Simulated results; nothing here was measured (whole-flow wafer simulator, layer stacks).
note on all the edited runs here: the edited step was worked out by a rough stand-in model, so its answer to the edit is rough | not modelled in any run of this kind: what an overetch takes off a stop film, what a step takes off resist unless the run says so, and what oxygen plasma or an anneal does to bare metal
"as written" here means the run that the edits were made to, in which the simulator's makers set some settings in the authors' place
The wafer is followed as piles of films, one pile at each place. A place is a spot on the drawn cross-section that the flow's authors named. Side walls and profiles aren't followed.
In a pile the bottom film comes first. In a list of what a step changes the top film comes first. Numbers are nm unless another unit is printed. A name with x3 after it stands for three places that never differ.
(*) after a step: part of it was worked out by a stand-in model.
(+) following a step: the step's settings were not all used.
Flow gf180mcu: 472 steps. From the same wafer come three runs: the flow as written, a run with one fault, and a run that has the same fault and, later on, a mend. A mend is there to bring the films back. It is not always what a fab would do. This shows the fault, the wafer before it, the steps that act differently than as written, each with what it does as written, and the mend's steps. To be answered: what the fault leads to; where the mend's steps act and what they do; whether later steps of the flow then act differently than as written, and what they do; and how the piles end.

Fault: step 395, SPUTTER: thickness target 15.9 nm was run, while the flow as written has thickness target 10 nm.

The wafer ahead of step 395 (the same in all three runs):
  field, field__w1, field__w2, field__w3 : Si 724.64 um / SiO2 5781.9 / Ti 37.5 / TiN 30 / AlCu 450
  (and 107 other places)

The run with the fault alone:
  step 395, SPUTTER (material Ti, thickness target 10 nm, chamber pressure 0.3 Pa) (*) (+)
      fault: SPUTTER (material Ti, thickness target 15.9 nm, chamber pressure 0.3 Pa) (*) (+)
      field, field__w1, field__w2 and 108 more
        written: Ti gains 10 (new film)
        fault: Ti gains 15.9 (new film)
  Steps further on in the flow that do not act as written (1 more step, not shown, differs only slightly: by at most 2% or 0.5 nm, whichever is larger):
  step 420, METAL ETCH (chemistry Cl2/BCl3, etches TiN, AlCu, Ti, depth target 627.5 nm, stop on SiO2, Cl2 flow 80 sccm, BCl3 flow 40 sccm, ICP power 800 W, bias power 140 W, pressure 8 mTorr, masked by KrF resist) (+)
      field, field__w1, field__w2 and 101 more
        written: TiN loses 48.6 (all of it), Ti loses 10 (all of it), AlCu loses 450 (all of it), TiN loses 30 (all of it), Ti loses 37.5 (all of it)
        fault: TiN loses 48.6 (all of it), Ti loses 15.9 (all of it), AlCu loses 450 (all of it), TiN loses 30 (all of it), Ti loses 37.5 (all of it)
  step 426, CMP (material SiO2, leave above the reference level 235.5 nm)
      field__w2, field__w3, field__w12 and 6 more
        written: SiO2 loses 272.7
        fault: SiO2 loses 266.5
  By the end, the piles at field__w4, field__w8, contact, m1, m1__w1, mim, mim_1p0, m1_nw depart from the flow's by more than 2% or 0.5 nm, whichever is larger.
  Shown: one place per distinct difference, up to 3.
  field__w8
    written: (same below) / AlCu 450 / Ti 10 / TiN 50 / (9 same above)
    fault: (same below) / AlCu 450 / Ti 15.9 / TiN 50 / (9 same above)
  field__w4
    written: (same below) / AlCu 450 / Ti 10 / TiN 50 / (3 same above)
    fault: (same below) / AlCu 450 / Ti 15.9 / TiN 50 / (3 same above)
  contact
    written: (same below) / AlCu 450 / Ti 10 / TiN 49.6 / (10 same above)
    fault: (same below) / AlCu 450 / Ti 15.9 / TiN 49.6 / (10 same above)

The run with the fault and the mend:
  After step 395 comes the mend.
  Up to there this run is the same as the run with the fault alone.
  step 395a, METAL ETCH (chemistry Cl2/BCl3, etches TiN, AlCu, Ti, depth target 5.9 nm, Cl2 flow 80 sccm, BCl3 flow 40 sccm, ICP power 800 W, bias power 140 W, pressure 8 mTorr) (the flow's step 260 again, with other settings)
      field, field__w1, field__w2 and 108 more
        Ti loses 5.9
  Later steps of the flow that are run all act as written at every place that is followed.
  The piles end the same as the flow's at every place that both follow.
